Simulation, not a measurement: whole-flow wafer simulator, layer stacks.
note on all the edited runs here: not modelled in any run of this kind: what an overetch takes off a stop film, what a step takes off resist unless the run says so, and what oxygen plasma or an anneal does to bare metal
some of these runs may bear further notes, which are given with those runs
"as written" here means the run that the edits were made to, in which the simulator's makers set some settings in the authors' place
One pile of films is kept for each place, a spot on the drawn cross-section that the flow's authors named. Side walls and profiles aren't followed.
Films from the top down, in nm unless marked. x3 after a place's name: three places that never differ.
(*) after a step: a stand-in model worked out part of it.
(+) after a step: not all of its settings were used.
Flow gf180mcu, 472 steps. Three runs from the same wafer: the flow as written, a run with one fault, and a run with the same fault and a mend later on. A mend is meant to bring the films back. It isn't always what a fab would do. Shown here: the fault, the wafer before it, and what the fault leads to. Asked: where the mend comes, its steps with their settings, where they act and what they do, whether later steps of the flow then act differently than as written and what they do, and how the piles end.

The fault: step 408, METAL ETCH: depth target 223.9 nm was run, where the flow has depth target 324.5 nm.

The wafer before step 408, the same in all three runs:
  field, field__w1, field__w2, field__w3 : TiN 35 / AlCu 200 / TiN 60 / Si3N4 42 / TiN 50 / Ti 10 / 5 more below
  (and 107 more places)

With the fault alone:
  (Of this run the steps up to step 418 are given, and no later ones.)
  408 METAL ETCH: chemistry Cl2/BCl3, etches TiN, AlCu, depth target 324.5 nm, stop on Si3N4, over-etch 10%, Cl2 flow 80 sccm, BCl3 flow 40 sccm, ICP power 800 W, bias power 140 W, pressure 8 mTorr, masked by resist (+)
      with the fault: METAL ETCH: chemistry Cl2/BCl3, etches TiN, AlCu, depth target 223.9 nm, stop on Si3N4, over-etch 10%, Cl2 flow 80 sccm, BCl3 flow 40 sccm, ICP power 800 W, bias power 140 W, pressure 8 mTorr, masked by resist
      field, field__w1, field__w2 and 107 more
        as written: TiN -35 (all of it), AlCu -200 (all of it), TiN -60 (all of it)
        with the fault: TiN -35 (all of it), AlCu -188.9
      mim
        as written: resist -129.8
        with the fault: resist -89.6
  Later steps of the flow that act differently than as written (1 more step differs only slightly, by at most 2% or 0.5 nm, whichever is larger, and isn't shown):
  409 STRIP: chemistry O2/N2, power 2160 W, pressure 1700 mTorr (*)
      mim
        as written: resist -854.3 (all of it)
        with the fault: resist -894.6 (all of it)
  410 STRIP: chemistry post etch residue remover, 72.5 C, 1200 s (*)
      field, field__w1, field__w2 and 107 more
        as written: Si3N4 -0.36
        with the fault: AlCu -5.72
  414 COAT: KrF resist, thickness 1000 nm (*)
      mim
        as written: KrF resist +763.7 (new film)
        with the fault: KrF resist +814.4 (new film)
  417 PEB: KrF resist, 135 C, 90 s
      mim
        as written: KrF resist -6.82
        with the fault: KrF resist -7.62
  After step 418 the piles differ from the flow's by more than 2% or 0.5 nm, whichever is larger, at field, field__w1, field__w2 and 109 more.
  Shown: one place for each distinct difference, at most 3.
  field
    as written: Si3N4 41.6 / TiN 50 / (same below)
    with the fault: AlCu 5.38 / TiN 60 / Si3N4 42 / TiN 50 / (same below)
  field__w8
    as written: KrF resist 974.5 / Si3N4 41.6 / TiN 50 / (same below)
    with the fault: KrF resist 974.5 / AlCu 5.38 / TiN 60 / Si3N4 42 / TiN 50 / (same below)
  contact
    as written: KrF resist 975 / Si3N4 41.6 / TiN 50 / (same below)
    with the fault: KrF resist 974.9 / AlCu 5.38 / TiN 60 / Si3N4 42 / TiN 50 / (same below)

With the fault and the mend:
  The mend comes after step 410.
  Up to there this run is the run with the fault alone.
  410a DEHYDRATE: 200 C, 60 s (the flow's step 401 once more)
      changes no film at any place that is followed
  410b HMDS: 120 C, 60 s (the flow's step 402 once more)
      changes no film at any place that is followed
  410c COAT: resist, thickness 1000 nm (*) (the flow's step 403 once more)
      field__w8, m1__w1, iso_ptap_pw and 39 more
        resist +1000 (new film)
      field, ld_gate_p, ld_acc_p, ld_fp_p, ld_drift_p, ld_drn_p, m1_nw
        resist +1001.3 (new film)
      p_well, sti, spacer, sd_n, mim_1p0, pad, dice_street
        resist +1000.5 (new film)
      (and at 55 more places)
  410d SOFTBAKE: resist (the flow's step 404 once more)
      field__w9, nplus_u
        resist -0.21
      field__w2
        resist +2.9
      field__w3
        resist +3.05
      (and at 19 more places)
  410e EXPOSE: photomask FuseTop (the flow's step 405 once more)
      changes no film at any place that is followed
  410f PEB: resist, 70.3 s (the flow's step 406 once more)
      field, field__w1, field__w5 and 95 more
        resist -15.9
      field__w2, field__w3, field__w12, pplus_u, ppoly_sal, nw_enc_fld_lv__w1, nw_enc_fld_lv__w4
        resist -16
      field__w11, field__w13, npoly_sal
        resist -16.2
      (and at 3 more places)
  410g DEVELOP: thickness 1000 nm, 60 s (the flow's step 407 once more)
      field__w8, m1__w1, iso_ptap_pw and 39 more
        resist -984.1 (all of it)
      p_well, sti, spacer, sd_n, mim_1p0, pad, dice_street
        resist -984.6 (all of it)
      field, ld_gate_p, ld_acc_p, ld_fp_p, ld_drift_p, ld_drn_p
        resist -985.4 (all of it)
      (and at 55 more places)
  410h METAL ETCH: chemistry Cl2/BCl3, etches TiN, AlCu, depth target 100.6 nm, stop on Si3N4, over-etch 10%, Cl2 flow 80 sccm, BCl3 flow 40 sccm, ICP power 800 W, bias power 140 W, pressure 8 mTorr, masked by resist (+) (the flow's step 408 once more, with other settings)
      field, field__w1, field__w2 and 107 more
        AlCu -5.38 (all of it), TiN -60 (all of it)
      mim
        resist -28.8
  410i STRIP: chemistry O2/N2, power 2160 W, pressure 1700 mTorr (*) (the flow's step 409 once more)
      mim
        resist -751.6 (all of it)
  410j STRIP: chemistry post etch residue remover, 72.5 C, 1200 s (*) (the flow's step 410 once more)
      field, field__w1, field__w2 and 107 more
        Si3N4 -0.36
      mim
        TiN -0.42
  No later step of the flow acts differently than as written, at any place that is followed, by more than 2% or 0.5 nm, whichever is larger.
  At the end the piles differ from the flow's only slightly at the places that both follow, by at most 2% or 0.5 nm, whichever is larger.
